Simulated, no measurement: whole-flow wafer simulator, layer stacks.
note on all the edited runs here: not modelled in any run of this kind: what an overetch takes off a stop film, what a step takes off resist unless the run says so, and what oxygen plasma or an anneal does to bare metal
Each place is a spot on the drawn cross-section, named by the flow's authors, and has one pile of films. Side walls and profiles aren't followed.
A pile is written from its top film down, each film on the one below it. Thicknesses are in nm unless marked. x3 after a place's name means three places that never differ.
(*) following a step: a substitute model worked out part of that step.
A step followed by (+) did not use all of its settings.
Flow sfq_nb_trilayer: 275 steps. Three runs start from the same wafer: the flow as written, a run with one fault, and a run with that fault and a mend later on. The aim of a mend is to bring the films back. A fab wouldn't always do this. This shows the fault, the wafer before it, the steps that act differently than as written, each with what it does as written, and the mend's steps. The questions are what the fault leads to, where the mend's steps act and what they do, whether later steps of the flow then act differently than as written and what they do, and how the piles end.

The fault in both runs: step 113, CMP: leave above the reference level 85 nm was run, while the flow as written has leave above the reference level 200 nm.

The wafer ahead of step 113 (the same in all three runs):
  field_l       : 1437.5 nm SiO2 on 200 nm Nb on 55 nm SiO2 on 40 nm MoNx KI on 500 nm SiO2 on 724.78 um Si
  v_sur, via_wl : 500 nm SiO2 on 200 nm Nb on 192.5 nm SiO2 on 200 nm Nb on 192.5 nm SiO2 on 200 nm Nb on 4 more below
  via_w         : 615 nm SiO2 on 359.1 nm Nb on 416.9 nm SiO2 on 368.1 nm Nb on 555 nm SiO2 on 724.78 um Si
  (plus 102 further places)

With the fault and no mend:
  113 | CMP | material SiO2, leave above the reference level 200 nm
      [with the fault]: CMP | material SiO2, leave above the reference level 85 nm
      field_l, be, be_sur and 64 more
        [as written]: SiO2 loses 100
        [with the fault]: SiO2 loses 215
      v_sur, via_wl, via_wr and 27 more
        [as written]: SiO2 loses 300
        [with the fault]: SiO2 loses 415
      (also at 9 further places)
  Steps further on in the flow that do not act as written (not shown: 3 more steps that differ only slightly, by at most 2% or 0.5 nm, whichever is larger):
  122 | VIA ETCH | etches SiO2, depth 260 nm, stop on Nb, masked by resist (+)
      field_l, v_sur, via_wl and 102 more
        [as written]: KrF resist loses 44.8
        [with the fault]: KrF resist loses 21.9
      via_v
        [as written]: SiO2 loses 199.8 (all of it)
        [with the fault]: SiO2 loses 84.8 (all of it)
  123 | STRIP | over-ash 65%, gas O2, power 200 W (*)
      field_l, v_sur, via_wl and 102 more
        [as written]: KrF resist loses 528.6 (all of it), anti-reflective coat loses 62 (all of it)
        [with the fault]: KrF resist loses 551.5 (all of it), anti-reflective coat loses 62 (all of it)
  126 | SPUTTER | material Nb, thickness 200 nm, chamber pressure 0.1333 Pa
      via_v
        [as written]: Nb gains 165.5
        [with the fault]: Nb gains 191.1
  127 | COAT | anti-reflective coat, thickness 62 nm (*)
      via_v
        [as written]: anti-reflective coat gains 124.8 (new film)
        [with the fault]: anti-reflective coat gains 98 (new film)
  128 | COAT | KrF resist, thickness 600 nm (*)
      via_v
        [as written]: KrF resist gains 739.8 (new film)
        [with the fault]: KrF resist gains 644.3 (new film)
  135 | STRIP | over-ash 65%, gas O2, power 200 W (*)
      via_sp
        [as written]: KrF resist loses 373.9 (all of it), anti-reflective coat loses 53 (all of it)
        [with the fault]: KrF resist loses 382.6 (all of it), anti-reflective coat loses 53.9 (all of it)
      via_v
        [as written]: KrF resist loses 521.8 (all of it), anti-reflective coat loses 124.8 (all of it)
        [with the fault]: KrF resist loses 426.6 (all of it), anti-reflective coat loses 98 (all of it)
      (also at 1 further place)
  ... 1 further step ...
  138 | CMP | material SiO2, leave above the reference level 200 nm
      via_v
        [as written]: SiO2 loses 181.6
        [with the fault]: SiO2 loses 207.1
  By the end, the piles at field_l, v_sur, via_wl and 103 more depart from the flow's by more than 2% or 0.5 nm, whichever is larger.
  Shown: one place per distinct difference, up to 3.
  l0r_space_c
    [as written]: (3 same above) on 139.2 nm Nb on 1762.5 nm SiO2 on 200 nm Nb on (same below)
    [with the fault]: (3 same above) on 139.2 nm Nb on 1647.5 nm SiO2 on 200 nm Nb on (same below)
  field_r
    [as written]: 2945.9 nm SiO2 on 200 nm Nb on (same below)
    [with the fault]: 2830.9 nm SiO2 on 200 nm Nb on (same below)
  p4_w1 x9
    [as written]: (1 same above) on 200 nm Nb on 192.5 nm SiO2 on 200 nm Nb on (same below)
    [with the fault]: (1 same above) on 200 nm Nb on 77.5 nm SiO2 on 200 nm Nb on (same below)

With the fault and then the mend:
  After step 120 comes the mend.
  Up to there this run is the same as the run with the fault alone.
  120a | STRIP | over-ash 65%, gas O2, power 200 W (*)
      field_l, v_sur, via_wl and 102 more
        KrF resist loses 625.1 (all of it), anti-reflective coat loses 62 (all of it)
      via_v
        anti-reflective coat loses 62 (all of it)
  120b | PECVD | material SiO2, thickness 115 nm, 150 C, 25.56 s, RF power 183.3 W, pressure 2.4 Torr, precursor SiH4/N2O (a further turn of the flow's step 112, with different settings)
      field_l, v_sur, via_wl and 103 more
        SiO2 gains 115
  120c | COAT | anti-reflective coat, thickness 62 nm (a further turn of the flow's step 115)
      field_l, v_sur, via_wl and 103 more
        anti-reflective coat gains 62 (new film)
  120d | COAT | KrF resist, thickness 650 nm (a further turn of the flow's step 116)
      field_l, v_sur, via_wl and 103 more
        KrF resist gains 650 (new film)
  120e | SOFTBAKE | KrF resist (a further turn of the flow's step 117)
      does not change any film at any place that is followed
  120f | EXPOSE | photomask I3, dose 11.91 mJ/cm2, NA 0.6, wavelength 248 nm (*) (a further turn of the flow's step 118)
      does not change any film at any place that is followed
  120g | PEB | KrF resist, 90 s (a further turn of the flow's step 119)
      field_l, v_sur, via_wl and 103 more
        KrF resist loses 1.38
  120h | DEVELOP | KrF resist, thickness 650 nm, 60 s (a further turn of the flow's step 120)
      field_l, v_sur, via_wl and 102 more
        KrF resist loses 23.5
      via_v
        KrF resist loses 648.6 (all of it)
  None of the later steps of the flow acts differently than as written at any place that is followed.
  At every place that both follow, the piles at the end match the flow's.
